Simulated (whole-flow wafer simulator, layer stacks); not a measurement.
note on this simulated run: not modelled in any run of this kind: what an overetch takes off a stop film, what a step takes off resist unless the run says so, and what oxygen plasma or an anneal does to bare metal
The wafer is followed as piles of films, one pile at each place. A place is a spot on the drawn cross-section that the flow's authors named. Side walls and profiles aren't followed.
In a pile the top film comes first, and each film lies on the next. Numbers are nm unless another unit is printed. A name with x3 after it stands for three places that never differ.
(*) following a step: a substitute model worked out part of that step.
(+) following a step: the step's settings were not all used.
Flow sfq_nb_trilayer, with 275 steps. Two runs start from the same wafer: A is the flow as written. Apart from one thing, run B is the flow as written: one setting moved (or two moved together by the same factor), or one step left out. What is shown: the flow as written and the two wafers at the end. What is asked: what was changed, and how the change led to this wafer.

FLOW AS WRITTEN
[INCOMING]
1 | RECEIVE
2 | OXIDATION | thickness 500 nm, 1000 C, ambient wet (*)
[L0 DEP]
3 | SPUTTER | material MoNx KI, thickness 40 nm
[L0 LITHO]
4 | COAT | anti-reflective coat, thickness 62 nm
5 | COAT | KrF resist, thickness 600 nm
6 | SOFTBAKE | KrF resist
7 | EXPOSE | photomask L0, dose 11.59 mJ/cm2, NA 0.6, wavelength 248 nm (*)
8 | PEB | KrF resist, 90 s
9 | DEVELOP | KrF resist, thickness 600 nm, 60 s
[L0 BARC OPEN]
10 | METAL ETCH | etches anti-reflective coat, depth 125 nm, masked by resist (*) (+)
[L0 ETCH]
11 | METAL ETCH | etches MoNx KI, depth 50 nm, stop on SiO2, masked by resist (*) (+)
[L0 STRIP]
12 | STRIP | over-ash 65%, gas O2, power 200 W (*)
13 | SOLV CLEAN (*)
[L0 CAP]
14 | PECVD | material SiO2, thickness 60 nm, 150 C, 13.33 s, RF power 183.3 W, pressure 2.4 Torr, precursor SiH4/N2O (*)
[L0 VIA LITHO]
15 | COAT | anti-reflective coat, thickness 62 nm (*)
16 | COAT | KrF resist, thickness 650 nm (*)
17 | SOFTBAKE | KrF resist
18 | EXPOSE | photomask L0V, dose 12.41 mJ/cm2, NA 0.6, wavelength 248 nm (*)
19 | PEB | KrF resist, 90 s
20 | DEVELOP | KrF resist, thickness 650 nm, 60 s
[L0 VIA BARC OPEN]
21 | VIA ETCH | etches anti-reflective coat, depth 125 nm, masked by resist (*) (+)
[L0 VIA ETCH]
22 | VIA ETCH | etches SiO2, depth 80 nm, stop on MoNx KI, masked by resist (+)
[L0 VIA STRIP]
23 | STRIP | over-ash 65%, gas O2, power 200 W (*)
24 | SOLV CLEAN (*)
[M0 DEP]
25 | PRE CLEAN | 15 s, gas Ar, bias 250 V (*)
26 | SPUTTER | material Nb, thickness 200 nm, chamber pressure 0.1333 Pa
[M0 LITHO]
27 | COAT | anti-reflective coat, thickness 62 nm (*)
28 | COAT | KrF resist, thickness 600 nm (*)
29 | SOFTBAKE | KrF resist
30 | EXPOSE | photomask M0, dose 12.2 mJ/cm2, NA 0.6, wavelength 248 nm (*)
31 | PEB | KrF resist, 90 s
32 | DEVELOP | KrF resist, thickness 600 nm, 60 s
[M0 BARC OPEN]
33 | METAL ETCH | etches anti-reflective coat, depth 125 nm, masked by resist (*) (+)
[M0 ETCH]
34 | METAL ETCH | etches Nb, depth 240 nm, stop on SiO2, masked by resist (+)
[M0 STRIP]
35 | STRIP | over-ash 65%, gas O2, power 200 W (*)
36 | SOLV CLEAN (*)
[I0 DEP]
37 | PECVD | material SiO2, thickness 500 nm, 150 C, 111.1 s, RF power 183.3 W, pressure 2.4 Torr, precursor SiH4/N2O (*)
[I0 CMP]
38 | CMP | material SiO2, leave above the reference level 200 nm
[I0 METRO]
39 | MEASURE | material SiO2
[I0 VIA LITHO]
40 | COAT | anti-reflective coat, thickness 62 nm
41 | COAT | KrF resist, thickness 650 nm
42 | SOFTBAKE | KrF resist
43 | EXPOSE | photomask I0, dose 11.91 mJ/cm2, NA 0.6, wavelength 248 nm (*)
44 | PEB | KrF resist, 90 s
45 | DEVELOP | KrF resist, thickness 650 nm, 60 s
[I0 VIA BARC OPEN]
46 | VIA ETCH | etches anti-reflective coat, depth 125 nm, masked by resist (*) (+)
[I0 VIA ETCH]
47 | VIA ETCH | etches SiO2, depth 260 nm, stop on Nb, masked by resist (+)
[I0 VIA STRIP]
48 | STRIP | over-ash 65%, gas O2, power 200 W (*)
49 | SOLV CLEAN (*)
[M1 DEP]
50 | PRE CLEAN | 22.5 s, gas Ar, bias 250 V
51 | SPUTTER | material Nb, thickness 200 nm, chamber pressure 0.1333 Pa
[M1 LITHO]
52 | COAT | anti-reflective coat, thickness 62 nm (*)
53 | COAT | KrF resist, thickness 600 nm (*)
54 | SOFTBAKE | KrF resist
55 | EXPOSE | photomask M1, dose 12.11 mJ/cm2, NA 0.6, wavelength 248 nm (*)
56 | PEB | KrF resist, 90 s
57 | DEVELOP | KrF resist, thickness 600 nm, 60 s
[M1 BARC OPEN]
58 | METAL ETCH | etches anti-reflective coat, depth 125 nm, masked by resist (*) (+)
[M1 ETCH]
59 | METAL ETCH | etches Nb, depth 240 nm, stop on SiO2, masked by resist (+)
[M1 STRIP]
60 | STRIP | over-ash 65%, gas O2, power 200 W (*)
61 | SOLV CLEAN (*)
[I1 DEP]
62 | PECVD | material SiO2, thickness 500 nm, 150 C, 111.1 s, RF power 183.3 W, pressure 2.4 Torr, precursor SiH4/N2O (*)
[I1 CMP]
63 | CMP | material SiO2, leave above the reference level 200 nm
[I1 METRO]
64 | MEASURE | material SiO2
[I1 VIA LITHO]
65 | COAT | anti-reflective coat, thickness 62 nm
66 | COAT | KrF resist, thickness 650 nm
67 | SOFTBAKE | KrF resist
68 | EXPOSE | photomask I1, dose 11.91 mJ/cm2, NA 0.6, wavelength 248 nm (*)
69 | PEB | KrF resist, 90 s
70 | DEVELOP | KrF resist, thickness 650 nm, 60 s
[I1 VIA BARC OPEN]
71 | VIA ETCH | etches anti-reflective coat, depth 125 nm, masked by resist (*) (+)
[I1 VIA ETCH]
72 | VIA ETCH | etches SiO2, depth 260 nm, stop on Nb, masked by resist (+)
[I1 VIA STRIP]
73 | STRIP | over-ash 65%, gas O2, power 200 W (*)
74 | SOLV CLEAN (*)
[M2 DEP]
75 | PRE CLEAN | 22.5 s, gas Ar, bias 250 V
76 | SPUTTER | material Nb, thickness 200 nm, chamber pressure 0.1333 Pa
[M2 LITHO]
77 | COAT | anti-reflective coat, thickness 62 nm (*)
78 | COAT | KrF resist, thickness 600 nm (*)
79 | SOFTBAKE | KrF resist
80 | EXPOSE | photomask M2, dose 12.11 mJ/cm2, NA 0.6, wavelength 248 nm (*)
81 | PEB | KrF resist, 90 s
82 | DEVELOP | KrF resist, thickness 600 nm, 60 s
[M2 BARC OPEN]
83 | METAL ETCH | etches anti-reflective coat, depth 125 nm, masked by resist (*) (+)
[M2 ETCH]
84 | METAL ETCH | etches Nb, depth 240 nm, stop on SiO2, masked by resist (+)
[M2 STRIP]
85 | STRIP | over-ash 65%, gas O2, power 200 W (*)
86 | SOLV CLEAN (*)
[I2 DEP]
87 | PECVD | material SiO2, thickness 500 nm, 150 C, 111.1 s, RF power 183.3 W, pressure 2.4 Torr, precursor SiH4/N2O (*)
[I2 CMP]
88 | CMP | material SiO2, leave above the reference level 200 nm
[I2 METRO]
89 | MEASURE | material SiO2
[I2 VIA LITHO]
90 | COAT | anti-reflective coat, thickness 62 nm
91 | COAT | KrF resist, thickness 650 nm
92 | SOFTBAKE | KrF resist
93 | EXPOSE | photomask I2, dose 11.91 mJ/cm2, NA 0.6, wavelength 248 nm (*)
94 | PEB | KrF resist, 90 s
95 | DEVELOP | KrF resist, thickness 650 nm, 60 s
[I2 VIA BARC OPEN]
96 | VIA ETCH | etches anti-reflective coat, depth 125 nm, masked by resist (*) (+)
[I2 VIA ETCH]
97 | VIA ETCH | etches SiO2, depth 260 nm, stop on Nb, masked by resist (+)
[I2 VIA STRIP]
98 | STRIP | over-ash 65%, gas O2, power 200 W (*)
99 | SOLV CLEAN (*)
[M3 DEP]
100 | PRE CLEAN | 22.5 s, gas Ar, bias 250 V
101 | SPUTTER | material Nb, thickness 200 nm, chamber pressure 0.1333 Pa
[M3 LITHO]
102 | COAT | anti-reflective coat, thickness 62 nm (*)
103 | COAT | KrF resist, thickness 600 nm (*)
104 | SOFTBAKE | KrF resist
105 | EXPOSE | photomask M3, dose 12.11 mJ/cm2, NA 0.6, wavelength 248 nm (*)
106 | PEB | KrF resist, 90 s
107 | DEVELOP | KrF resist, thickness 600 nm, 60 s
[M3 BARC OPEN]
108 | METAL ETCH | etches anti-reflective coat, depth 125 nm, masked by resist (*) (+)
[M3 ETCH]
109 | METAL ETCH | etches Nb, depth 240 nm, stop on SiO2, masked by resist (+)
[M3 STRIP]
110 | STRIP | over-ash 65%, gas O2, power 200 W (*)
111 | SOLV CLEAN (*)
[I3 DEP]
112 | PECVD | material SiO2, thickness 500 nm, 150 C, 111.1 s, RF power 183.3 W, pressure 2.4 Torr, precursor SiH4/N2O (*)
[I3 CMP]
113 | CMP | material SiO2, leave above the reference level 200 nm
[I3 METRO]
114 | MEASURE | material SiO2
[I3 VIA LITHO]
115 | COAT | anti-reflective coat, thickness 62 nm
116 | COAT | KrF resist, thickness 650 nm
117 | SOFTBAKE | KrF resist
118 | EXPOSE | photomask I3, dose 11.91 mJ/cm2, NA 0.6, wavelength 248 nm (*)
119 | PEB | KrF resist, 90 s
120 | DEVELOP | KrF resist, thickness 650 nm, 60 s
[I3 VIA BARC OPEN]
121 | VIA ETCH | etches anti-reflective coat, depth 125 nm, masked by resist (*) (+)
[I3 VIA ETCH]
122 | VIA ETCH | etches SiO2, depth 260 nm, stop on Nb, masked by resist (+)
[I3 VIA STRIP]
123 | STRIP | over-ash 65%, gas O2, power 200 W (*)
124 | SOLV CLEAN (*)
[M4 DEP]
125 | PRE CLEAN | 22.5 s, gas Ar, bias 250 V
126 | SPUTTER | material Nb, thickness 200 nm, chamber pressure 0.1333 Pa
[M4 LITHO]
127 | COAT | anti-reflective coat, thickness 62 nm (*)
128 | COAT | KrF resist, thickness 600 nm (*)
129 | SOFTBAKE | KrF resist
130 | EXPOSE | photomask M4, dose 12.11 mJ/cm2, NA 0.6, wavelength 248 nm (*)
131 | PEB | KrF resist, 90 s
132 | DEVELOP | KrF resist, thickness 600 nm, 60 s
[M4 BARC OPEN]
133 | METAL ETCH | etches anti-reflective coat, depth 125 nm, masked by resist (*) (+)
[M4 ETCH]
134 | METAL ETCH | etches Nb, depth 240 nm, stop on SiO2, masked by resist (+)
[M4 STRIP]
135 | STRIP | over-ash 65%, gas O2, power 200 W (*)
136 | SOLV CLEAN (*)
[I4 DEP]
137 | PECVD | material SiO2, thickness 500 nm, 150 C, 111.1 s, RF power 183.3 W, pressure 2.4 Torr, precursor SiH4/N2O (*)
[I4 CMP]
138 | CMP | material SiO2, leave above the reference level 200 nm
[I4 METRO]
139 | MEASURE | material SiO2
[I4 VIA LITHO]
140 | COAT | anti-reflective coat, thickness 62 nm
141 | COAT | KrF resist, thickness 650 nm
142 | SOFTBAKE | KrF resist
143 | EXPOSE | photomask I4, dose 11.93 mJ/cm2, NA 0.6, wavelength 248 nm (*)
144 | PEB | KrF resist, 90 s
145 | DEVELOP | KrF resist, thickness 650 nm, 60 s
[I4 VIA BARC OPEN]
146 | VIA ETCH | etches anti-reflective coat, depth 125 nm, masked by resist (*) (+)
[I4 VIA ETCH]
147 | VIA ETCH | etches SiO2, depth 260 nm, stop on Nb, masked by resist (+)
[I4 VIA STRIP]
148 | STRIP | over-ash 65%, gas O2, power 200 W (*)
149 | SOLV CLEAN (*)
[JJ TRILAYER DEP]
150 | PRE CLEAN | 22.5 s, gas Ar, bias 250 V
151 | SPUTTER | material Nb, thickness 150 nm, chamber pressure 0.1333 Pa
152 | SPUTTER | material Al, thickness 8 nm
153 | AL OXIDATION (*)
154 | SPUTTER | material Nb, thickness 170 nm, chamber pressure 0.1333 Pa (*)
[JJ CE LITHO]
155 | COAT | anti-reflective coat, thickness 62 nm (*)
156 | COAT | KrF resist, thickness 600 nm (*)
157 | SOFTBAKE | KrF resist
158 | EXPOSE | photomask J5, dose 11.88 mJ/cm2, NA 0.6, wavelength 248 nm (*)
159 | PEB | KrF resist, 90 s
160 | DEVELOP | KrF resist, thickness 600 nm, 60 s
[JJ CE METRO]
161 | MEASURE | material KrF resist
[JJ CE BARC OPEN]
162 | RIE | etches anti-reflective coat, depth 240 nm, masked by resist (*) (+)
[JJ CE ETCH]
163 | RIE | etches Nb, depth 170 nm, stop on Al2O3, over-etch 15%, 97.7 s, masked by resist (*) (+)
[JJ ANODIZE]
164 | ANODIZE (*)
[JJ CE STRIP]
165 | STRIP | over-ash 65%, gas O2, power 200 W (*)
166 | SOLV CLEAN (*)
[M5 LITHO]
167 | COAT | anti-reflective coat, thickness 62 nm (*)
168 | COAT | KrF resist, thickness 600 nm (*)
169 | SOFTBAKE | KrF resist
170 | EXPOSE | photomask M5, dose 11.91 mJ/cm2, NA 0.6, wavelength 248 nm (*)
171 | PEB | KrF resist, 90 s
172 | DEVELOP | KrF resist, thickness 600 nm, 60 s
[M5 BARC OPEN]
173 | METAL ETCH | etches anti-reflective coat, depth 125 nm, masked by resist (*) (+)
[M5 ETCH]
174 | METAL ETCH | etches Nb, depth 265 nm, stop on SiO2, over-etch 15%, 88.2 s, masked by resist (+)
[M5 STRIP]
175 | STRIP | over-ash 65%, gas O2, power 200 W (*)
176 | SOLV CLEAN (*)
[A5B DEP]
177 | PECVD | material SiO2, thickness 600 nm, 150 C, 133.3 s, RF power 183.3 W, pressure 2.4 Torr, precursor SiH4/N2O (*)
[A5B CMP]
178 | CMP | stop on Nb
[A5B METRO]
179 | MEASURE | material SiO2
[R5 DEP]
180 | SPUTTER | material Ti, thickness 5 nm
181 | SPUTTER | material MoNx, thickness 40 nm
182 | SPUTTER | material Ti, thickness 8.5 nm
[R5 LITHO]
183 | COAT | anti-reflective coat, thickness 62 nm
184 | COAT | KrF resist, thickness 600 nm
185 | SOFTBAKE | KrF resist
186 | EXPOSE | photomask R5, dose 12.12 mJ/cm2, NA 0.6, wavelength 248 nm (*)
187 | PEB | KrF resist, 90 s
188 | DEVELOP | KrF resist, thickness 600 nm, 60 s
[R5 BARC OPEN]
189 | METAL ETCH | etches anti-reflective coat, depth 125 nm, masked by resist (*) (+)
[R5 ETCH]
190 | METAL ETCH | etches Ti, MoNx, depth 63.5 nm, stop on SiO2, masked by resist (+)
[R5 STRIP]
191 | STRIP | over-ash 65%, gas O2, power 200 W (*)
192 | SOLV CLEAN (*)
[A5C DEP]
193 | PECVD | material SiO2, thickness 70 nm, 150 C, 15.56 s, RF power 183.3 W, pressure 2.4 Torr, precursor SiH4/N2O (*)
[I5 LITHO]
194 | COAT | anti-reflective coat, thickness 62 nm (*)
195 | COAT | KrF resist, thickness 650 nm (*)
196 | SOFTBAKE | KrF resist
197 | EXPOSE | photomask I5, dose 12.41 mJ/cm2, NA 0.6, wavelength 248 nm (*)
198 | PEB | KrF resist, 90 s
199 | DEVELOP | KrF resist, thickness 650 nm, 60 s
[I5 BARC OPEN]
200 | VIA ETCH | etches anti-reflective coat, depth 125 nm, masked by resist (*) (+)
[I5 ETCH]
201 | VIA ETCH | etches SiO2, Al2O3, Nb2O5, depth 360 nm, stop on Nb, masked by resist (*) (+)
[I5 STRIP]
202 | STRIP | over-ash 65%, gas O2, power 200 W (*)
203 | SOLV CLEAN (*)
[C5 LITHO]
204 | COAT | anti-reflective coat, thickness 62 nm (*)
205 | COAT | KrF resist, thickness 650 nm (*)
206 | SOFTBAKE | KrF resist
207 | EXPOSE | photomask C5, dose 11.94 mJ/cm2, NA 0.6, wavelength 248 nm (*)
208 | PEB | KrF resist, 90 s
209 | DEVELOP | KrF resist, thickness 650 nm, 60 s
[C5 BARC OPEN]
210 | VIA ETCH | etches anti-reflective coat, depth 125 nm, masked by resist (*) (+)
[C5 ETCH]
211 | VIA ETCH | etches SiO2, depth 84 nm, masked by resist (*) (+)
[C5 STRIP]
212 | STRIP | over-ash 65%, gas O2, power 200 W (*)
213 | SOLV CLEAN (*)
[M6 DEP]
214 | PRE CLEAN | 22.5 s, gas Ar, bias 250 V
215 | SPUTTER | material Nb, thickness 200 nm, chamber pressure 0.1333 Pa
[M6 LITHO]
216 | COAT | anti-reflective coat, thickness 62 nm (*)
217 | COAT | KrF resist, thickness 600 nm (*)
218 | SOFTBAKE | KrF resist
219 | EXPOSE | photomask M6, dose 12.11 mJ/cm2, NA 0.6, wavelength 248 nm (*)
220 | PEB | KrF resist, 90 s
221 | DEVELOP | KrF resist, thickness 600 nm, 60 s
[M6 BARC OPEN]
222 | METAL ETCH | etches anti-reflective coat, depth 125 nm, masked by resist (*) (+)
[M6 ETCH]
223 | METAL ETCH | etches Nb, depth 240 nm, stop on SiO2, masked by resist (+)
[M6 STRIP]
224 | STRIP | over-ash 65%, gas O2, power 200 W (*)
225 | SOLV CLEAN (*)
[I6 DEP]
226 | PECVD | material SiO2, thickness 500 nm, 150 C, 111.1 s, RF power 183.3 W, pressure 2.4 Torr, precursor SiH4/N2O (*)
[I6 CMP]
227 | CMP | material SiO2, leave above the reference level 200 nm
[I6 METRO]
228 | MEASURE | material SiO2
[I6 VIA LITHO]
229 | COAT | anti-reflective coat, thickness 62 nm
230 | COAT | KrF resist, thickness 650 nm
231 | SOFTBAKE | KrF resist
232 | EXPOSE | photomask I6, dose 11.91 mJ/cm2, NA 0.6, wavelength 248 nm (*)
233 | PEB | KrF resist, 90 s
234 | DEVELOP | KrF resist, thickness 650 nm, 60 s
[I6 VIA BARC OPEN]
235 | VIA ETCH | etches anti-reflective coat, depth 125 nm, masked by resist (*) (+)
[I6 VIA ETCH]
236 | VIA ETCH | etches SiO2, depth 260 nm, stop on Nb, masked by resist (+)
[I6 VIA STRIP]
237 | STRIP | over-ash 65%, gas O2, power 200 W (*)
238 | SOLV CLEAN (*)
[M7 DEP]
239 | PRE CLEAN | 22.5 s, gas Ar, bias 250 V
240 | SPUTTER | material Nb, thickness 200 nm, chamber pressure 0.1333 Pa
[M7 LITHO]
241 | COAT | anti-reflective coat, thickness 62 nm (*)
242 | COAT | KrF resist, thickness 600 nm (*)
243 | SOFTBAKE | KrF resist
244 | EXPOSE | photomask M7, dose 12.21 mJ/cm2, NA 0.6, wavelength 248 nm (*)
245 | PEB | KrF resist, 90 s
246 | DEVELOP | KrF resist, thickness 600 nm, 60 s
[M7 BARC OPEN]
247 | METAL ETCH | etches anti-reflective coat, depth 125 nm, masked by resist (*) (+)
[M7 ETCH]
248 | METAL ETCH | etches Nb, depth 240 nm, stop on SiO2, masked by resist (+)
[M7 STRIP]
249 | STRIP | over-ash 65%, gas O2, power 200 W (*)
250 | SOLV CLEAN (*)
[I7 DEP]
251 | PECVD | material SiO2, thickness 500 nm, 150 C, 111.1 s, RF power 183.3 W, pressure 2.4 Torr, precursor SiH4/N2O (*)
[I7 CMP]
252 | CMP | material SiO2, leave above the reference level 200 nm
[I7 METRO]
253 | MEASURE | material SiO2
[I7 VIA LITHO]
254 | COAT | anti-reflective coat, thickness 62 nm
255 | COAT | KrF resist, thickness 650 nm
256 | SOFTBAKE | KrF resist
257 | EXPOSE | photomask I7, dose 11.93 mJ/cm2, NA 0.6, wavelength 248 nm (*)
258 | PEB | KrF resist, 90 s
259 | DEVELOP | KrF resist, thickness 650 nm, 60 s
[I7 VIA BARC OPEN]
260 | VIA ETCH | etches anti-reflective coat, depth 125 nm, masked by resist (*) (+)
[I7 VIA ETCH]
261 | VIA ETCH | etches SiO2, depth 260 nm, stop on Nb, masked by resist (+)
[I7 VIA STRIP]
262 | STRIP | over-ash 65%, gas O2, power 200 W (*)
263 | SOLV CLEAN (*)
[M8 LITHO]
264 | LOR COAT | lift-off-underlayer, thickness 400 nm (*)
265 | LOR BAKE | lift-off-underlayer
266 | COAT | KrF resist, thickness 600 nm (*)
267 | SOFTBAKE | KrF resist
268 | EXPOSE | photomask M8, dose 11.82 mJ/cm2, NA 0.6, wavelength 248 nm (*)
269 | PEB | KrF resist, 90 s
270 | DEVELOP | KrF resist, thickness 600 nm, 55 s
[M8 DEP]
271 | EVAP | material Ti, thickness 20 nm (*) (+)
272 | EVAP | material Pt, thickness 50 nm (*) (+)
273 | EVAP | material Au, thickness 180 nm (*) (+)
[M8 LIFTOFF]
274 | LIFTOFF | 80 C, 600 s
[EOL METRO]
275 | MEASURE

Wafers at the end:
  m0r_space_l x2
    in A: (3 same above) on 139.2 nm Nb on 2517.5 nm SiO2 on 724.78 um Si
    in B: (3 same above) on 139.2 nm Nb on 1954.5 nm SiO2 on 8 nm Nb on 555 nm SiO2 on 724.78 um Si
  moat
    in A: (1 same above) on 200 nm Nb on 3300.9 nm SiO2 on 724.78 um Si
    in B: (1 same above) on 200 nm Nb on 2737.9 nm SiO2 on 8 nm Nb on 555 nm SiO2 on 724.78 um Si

Cause: step 34, METAL ETCH: depth 192 nm was run, whereas the flow has depth 240 nm.

The path from the change to this, step by step:
  34 | METAL ETCH | etches Nb, depth 240 nm, stop on SiO2, masked by resist (+)
      moat, m0r_space_l x2: A -200 Nb (all of it) | B -192 Nb
      field_l, v_sur, via_wl and 100 more: A -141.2 KrF resist | B -112.9 KrF resist
  35 | STRIP | over-ash 65%, gas O2, power 200 W (*)
      p4_fl x3, p4_w1 x9, p4_g1 x2 and 57 more: A -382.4 KrF resist (all of it), -62 anti-reflective coat (all of it) | B -410.6 KrF resist (all of it), -62 anti-reflective coat (all of it)
      c5j, ce_r, sp_r, r_sur, res: A -389 KrF resist (all of it), -63.6 anti-reflective coat (all of it) | B -417.3 KrF resist (all of it), -63.6 anti-reflective coat (all of it)
      (as well as at 27 more places)
  37 | PECVD | material SiO2, thickness 500 nm, 150 C, 111.1 s, RF power 183.3 W, pressure 2.4 Torr, precursor SiH4/N2O (*)
      moat, m0r_space_l x2: A +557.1 SiO2 | B +549.1 SiO2 (new film)
Taking metal films that touch as one body, m0r_space_l x2 has 2 bodies (between them, from the top down: SiO2 1954.5); the flow as written gives 1 body.
Taking metal films that touch as one body, moat has 2 bodies (between them, from the top down: SiO2 2737.9); the flow as written gives 1 body.
